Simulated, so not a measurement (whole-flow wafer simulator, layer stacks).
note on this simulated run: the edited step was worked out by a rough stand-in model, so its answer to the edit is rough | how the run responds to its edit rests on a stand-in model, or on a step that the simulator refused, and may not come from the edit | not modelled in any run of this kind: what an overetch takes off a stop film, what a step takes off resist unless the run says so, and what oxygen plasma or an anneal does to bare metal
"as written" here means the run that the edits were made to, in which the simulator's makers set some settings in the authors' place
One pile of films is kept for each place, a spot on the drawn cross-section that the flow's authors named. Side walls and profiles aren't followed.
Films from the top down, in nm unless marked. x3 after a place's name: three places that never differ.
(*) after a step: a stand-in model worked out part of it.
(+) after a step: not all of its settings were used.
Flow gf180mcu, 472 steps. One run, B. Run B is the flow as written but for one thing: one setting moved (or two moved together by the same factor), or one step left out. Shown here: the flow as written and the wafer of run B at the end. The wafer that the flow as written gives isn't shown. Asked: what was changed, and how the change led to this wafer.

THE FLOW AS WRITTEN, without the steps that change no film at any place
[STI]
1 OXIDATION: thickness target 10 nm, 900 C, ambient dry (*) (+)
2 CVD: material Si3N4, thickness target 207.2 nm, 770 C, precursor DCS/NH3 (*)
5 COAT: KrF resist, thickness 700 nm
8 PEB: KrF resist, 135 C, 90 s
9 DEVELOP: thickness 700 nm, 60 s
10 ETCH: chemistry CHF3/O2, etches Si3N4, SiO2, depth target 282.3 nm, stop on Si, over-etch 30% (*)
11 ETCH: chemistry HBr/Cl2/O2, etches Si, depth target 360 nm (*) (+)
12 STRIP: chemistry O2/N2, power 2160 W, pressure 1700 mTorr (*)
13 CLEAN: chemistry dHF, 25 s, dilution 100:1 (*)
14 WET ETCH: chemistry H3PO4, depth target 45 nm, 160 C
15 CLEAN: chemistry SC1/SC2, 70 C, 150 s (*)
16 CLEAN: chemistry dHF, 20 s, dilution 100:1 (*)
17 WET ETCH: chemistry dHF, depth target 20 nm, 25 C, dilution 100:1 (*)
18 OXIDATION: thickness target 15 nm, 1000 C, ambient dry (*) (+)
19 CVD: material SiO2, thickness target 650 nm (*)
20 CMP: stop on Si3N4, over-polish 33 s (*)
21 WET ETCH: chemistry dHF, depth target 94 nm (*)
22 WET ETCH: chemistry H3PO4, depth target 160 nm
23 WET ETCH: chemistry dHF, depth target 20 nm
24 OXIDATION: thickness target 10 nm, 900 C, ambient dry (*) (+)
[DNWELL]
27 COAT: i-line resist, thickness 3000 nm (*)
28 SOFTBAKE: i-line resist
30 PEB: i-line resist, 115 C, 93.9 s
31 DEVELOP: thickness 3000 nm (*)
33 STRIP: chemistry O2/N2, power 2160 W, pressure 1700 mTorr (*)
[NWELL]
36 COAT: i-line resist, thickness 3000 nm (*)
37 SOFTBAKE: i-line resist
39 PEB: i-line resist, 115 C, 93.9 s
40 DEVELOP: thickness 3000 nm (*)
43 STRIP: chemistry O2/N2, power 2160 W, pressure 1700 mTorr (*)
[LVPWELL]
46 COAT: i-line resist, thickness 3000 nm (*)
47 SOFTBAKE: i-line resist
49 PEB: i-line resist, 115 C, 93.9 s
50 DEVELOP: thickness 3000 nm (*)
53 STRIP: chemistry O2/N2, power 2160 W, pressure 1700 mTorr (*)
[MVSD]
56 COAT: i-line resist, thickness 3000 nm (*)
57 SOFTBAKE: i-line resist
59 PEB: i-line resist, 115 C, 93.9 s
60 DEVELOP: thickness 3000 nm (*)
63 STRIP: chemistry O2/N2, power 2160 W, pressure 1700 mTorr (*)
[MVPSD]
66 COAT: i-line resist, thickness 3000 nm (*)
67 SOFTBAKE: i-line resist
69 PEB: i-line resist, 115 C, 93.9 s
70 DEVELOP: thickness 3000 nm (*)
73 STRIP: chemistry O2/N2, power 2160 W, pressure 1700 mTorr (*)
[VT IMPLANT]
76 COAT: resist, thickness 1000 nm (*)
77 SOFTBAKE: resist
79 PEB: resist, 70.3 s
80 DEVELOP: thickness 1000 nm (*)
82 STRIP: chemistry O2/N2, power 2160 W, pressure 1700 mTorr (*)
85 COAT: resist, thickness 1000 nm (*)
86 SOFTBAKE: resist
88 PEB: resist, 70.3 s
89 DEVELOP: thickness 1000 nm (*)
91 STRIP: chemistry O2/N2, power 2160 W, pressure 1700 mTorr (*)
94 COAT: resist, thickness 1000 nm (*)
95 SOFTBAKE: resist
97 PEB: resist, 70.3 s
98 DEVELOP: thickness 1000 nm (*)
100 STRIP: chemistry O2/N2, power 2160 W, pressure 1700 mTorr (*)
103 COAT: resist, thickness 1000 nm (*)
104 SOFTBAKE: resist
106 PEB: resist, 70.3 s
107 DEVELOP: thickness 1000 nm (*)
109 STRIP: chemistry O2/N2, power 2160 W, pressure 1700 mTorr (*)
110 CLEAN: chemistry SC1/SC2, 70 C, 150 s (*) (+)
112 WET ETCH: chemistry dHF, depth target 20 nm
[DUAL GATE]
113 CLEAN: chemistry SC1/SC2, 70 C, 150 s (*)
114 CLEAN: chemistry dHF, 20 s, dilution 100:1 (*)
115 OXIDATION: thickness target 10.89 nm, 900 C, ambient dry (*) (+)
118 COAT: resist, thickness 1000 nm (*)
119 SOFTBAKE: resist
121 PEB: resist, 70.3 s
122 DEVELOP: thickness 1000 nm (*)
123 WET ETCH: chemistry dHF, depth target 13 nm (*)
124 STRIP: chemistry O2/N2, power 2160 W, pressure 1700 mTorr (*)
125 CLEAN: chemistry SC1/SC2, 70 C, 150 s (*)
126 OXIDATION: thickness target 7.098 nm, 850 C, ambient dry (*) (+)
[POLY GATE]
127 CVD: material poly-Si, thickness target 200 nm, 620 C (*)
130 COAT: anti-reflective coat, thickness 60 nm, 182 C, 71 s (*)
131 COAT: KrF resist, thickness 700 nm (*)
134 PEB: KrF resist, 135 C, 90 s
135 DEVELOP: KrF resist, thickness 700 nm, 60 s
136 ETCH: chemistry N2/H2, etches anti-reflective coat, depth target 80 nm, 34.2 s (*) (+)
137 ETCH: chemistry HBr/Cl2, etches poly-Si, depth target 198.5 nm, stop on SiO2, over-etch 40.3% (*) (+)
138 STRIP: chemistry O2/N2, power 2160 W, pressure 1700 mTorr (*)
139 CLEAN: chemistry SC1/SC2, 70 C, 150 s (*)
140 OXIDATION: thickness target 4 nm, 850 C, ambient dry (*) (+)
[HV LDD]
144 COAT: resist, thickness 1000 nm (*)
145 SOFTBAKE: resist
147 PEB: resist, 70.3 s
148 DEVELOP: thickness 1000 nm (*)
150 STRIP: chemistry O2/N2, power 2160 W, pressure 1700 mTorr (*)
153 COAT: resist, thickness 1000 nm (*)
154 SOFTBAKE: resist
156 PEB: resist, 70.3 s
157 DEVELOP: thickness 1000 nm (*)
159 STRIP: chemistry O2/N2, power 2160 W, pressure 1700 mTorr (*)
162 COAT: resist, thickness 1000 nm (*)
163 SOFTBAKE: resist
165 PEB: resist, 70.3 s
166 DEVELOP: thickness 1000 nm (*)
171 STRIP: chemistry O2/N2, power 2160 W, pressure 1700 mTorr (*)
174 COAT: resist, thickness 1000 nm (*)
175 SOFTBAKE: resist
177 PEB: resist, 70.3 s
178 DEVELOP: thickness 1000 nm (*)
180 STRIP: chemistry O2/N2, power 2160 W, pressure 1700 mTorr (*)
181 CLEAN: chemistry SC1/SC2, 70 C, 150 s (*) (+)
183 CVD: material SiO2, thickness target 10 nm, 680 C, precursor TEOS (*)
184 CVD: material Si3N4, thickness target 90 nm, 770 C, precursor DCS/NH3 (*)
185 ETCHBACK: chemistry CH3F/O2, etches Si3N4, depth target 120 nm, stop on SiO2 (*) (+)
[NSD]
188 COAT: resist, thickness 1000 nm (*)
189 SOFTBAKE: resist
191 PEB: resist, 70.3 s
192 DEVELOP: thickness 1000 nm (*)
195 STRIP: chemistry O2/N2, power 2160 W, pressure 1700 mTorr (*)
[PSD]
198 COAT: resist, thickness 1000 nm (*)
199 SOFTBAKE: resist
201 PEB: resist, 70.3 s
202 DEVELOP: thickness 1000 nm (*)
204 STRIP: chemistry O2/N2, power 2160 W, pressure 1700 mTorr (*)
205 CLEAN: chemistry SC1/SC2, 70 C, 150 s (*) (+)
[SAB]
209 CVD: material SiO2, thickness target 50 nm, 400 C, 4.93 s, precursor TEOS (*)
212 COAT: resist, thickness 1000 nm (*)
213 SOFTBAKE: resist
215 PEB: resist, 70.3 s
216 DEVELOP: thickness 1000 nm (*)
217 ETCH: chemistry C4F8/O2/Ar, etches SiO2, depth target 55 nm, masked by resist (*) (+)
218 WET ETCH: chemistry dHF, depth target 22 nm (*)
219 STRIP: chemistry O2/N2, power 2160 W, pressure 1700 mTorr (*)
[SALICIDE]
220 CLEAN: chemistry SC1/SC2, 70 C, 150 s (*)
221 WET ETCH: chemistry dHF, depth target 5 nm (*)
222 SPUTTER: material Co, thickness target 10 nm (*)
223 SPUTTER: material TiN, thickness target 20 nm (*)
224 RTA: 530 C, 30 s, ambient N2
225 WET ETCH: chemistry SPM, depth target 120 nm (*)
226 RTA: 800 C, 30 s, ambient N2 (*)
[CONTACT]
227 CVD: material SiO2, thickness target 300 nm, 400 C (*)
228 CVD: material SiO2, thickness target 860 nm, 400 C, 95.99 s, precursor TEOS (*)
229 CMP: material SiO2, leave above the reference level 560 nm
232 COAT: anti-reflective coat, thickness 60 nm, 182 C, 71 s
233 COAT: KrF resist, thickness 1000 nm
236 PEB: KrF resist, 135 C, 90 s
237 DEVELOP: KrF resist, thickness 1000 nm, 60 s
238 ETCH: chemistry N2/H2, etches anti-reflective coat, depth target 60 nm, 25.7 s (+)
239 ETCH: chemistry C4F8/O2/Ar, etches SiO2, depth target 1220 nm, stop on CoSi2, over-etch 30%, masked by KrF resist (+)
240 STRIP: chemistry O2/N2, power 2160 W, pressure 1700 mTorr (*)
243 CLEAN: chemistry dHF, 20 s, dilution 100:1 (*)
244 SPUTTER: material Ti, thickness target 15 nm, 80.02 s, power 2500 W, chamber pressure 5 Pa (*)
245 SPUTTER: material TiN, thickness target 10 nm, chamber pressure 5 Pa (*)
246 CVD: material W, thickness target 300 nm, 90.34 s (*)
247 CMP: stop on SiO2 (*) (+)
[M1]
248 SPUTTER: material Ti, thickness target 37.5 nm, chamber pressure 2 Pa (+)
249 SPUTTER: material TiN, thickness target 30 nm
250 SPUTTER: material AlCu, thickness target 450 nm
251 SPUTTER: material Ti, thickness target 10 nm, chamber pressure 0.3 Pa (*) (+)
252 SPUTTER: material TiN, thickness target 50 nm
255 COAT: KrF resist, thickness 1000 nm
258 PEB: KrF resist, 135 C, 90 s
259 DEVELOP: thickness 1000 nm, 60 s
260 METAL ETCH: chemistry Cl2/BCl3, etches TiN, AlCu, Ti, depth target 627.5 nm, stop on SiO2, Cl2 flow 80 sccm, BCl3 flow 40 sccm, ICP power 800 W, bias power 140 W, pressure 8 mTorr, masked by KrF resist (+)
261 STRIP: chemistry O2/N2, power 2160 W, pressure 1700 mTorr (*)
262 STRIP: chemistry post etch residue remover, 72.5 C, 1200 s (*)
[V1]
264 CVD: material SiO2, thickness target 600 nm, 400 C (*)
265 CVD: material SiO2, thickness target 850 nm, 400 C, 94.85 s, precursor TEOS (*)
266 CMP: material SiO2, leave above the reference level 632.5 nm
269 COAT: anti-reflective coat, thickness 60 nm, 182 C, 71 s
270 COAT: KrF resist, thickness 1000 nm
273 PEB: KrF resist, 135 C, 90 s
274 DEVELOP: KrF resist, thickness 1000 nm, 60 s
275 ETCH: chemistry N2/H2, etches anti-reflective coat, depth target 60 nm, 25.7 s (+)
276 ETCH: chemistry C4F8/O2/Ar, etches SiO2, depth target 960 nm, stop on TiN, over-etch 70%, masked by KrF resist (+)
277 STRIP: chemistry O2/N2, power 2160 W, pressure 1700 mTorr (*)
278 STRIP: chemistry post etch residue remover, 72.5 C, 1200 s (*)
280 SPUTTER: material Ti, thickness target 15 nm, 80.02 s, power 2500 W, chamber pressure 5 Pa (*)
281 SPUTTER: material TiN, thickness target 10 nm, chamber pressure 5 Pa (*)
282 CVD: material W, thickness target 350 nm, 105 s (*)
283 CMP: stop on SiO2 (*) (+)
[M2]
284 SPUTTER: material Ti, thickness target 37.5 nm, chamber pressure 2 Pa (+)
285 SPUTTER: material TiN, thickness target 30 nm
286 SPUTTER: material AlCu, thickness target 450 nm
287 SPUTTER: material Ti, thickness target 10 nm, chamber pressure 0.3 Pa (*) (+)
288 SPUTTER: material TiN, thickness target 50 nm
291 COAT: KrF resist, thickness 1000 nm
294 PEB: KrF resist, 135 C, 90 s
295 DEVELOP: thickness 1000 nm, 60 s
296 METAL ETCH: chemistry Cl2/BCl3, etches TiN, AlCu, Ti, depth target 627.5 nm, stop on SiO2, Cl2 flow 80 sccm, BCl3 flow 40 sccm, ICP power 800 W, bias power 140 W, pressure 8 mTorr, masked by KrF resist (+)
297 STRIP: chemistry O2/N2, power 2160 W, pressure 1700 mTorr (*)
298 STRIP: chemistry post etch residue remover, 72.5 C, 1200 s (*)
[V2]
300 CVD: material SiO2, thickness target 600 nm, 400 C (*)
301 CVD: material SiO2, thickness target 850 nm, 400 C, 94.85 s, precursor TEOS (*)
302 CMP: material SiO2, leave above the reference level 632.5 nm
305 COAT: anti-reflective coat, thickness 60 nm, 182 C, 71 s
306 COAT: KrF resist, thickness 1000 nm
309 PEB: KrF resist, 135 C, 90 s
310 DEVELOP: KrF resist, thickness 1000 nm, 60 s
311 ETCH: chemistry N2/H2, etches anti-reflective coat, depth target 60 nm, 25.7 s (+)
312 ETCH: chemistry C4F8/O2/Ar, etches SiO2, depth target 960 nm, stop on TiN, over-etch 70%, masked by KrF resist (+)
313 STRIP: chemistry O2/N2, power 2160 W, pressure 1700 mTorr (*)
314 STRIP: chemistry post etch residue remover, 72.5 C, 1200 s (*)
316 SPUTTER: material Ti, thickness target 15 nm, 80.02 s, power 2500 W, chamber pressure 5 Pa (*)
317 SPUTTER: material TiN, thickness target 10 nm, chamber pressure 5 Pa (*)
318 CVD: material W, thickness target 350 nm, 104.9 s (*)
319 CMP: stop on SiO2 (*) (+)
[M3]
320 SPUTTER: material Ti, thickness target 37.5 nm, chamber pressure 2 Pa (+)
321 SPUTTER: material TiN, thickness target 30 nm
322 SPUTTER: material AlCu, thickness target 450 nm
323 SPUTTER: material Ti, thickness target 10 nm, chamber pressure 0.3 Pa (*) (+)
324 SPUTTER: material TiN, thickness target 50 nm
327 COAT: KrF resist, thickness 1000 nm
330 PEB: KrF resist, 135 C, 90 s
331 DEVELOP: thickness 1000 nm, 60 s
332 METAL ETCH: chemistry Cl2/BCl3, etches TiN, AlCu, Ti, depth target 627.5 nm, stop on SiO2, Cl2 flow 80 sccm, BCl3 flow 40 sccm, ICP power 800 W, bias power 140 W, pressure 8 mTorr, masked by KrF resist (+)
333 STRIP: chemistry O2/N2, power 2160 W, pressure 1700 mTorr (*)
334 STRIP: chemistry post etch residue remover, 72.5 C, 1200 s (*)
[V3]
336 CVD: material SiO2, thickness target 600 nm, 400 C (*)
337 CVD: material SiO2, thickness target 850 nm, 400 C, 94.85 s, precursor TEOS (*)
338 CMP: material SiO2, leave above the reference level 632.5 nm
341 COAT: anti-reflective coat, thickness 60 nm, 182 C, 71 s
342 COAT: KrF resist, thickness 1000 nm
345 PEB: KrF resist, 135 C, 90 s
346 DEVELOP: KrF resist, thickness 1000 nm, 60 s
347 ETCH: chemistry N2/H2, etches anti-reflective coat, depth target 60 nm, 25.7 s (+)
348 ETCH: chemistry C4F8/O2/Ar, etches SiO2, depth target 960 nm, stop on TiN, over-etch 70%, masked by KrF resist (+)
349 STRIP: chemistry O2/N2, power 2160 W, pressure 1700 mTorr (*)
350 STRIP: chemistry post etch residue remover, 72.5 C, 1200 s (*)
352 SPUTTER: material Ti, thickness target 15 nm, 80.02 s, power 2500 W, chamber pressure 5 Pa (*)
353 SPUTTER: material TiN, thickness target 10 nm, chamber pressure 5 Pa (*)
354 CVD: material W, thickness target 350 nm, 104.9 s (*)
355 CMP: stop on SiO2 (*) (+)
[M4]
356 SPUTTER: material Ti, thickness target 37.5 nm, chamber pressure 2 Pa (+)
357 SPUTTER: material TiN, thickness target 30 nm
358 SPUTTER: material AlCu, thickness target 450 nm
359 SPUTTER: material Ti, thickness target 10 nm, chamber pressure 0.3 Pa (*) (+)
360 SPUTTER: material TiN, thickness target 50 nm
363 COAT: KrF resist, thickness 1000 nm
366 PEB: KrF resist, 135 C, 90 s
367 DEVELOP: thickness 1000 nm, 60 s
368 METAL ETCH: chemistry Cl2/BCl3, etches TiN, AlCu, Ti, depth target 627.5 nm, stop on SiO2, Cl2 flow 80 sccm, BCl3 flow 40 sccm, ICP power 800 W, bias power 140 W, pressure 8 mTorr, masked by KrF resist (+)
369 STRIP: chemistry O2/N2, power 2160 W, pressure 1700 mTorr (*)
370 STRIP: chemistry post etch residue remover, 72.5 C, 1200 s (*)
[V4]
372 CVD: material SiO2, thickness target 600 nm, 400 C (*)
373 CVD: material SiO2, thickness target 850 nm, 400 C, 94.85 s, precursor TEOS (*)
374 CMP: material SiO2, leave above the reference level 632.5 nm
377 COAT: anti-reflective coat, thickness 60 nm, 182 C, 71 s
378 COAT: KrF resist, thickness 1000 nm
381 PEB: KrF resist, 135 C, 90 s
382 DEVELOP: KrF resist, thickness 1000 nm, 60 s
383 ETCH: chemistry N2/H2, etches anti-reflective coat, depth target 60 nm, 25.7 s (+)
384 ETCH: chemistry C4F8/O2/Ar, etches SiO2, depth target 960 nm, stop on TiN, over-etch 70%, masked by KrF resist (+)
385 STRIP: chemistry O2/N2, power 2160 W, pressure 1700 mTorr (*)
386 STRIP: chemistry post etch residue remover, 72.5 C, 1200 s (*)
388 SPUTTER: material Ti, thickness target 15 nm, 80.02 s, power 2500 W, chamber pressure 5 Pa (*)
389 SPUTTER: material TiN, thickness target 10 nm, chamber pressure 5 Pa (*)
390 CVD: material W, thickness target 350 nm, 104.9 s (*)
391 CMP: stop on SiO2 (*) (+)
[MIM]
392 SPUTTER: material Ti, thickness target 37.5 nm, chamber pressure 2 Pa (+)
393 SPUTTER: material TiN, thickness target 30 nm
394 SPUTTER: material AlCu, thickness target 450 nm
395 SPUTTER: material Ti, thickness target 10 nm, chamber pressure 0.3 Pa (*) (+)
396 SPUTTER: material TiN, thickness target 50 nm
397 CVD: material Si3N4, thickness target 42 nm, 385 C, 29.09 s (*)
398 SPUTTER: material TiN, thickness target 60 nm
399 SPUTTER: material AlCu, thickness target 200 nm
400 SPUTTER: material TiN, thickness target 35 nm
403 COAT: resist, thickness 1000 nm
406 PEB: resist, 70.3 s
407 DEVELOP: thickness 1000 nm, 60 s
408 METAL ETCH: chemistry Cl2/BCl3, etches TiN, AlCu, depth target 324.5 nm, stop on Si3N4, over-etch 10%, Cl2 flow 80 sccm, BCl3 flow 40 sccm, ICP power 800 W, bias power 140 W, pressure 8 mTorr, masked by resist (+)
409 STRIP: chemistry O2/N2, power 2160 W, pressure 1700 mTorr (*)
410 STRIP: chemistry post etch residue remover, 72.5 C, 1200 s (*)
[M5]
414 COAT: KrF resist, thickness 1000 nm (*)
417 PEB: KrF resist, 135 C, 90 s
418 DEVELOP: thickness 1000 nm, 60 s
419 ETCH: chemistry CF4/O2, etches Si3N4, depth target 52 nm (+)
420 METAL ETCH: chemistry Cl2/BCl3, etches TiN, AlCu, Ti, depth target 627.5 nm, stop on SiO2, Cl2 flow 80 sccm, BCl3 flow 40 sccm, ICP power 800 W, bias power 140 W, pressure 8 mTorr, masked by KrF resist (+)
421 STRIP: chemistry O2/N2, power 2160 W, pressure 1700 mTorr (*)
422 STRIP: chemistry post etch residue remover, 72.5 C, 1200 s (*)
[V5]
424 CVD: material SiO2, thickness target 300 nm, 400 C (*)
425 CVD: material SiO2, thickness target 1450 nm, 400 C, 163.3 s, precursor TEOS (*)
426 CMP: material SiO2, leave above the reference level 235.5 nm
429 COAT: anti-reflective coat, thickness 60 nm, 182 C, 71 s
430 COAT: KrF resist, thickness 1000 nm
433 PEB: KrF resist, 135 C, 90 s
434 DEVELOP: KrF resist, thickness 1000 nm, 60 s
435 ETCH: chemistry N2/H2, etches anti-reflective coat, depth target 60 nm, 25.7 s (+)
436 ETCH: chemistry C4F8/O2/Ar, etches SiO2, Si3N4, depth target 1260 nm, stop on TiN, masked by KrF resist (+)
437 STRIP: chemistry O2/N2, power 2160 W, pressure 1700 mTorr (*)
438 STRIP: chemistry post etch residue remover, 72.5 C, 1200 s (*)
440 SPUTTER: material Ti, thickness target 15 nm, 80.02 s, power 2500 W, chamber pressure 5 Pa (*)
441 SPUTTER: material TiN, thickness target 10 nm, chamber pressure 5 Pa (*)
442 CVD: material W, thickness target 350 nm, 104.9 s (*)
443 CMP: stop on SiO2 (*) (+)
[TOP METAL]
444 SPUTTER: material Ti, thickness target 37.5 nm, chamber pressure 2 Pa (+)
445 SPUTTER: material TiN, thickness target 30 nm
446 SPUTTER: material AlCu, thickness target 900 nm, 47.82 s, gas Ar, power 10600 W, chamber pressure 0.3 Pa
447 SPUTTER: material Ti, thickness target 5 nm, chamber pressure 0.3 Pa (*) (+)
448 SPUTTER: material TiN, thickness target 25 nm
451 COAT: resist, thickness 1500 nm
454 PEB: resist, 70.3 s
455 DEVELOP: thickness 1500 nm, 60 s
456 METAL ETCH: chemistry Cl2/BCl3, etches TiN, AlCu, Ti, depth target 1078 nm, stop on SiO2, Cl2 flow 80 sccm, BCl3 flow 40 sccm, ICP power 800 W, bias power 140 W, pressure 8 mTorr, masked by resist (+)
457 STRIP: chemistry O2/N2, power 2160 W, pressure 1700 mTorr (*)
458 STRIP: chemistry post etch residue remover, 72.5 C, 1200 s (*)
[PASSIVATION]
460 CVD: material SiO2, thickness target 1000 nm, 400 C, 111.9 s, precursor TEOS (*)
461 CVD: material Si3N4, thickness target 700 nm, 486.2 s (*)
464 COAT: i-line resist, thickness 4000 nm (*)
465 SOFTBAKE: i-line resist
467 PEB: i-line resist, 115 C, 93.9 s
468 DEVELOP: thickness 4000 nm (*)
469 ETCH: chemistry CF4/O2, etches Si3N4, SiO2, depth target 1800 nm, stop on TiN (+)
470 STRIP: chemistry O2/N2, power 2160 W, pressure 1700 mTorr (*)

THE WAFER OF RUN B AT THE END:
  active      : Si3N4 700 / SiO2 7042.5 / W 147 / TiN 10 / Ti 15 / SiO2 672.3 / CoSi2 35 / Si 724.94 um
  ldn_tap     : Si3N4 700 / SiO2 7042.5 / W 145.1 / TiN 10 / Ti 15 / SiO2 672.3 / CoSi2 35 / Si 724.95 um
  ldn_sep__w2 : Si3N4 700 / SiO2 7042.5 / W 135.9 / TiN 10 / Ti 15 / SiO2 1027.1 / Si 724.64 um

The cause: step 228, CVD: thickness target 366 nm was run, where the flow has thickness target 860 nm; step 228, CVD: 40.8 s was run, where the flow has 95.99 s.

How the change led to this, step by step:
  228 CVD: material SiO2, thickness target 860 nm, 400 C, 95.99 s, precursor TEOS (*)
      field, field__w7, field__w8 and 70 more: SiO2 +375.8 (as written it would be: SiO2 +860)
      field__w3, field__w12: SiO2 +356.4 (as written it would be: SiO2 +807.3)
      (and at 36 more places)
  229 CMP: material SiO2, leave above the reference level 560 nm
      ldn_sep__w1, ldn_sep__w2, ldn_dft and 8 more: nothing (as written it would be: SiO2 -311)
      active, p_well, sd_n, iso_ptap_pw, iso_ntap_nw, iso_ptap_sub, vpnp_e: nothing (as written it would be: SiO2 -299.9)
      (and at 93 more places)
  232 COAT: anti-reflective coat, thickness 60 nm, 182 C, 71 s
      sti, mim_1p0, pad, dice_street: anti-reflective coat +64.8 (new film) (as written it would be: anti-reflective coat +60 (new film))
      p_well, sd_n: anti-reflective coat +61.7 (new film) (as written it would be: anti-reflective coat +60 (new film))
      (and at 99 more places)
  233 COAT: KrF resist, thickness 1000 nm
      gate, ld_acc_n: KrF resist +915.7 (new film) (as written it would be: KrF resist +1000 (new film))
      polyc_n, ldp_acc: KrF resist +896.6 (new film) (as written it would be: KrF resist +1000 (new film))
      (and at 67 more places)
  236 PEB: KrF resist, 135 C, 90 s
      field__w5, contact, nw_enc_fld_lv: KrF resist -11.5 (as written it would be: KrF resist -10.5)
      field__w6, field_sub__w2, field_sub__w5: KrF resist -11.6 (as written it would be: KrF resist -10.5)
      (and at 35 more places)
  237 DEVELOP: KrF resist, thickness 1000 nm, 60 s
      contact: KrF resist -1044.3 (all of it) (as written it would be: KrF resist -989.5 (all of it))
      polyc_n: KrF resist -887.6 (all of it) (as written it would be: KrF resist -989.5 (all of it))
      (and at 1 more place)
  238 ETCH: chemistry N2/H2, etches anti-reflective coat, depth target 60 nm, 25.7 s (+)
      contact: anti-reflective coat -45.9 (all of it), SiO2 -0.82 (as written it would be: anti-reflective coat -60 (all of it), SiO2 -0.46)
      polyc_n: anti-reflective coat -29.1 (all of it), SiO2 -1.25 (as written it would be: anti-reflective coat -60 (all of it), SiO2 -0.46)
      (and at 1 more place)
  239 ETCH: chemistry C4F8/O2/Ar, etches SiO2, depth target 1220 nm, stop on CoSi2, over-etch 30%, masked by KrF resist (+)
      field, field__w1, field__w2 and 105 more: KrF resist -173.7 (as written it would be: KrF resist -223.5)
      contact: SiO2 -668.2 (all of it) (as written it would be: SiO2 -859.5 (all of it))
  240 STRIP: chemistry O2/N2, power 2160 W, pressure 1700 mTorr (*)
      sti, mim_1p0, pad, dice_street: KrF resist -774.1 (all of it), anti-reflective coat -64.8 (all of it) (as written it would be: KrF resist -707.7 (all of it), anti-reflective coat -60 (all of it))
      p_well, sd_n: KrF resist -774.1 (all of it), anti-reflective coat -61.7 (all of it) (as written it would be: KrF resist -707.7 (all of it), anti-reflective coat -60 (all of it))
      (and at 102 more places)
  244 SPUTTER: material Ti, thickness target 15 nm, 80.02 s, power 2500 W, chamber pressure 5 Pa (*)
      mim, ld_sd_p: Ti +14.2 (new film) (as written it would be: Ti +15 (new film))
      field__w3: Ti +14.3 (new film) (as written it would be: Ti +15 (new film))
      (and at 5 more places)
  245 SPUTTER: material TiN, thickness target 10 nm, chamber pressure 5 Pa (*)
      field__w12: TiN +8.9 (new film) (as written it would be: TiN +10 (new film))
      contact: TiN +6.14 (new film) (as written it would be: TiN +5.48 (new film))
      (and at 5 more places)
  246 CVD: material W, thickness target 300 nm, 90.34 s (*)
      contact: W +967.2 (new film) (as written it would be: W +1167.5 (new film))
  247 CMP: stop on SiO2 (*) (+)
      gate, gate_hv, gate_p and 23 more: W -300 (all of it), TiN -10 (all of it), Ti -15 (all of it) (as written it would be: W -300 (all of it), TiN -10 (all of it), Ti -15 (all of it), SiO2 -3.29)
      ldn_sep__w1, ldn_sep__w2, ldn_dft and 8 more: W -151.8 (as written it would be: W -300 (all of it), TiN -10 (all of it), Ti -15 (all of it), SiO2 -3.29)
      (and at 72 more places)
  260 METAL ETCH: chemistry Cl2/BCl3, etches TiN, AlCu, Ti, depth target 627.5 nm, stop on SiO2, Cl2 flow 80 sccm, BCl3 flow 40 sccm, ICP power 800 W, bias power 140 W, pressure 8 mTorr, masked by KrF resist (+)
      field, field__w1, field__w2 and 75 more: TiN -50 (all of it), Ti -10 (all of it), AlCu -450 (all of it), TiN -30 (all of it), Ti -37.5 (all of it), W -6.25 (as written it would be: TiN -50 (all of it), Ti -10 (all of it), AlCu -450 (all of it), TiN -30 (all of it), Ti -37.5 (all of it))
  262 STRIP: chemistry post etch residue remover, 72.5 C, 1200 s (*)
      field, field__w1, field__w2 and 75 more: W -6.01 (as written it would be: nothing)
  264 CVD: material SiO2, thickness target 600 nm, 400 C (*)
      field, field__w1, field__w2 and 75 more: SiO2 +600 (new film) (as written it would be: SiO2 +600)
  266 CMP: material SiO2, leave above the reference level 632.5 nm
      field, field__w1, field__w2 and 75 more: SiO2 -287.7 (as written it would be: SiO2 -300)
Counting metal films that touch as one body, active has 2 bodies (between them, from the top down: SiO2 672.3); the flow as written gives 1 body.
Counting metal films that touch as one body, ldn_tap has 2 bodies (between them, from the top down: SiO2 672.3); the flow as written gives 1 body.
Counting metal films that touch as one body, ldn_sep__w2 has 1 body; the flow as written gives 0 bodies.
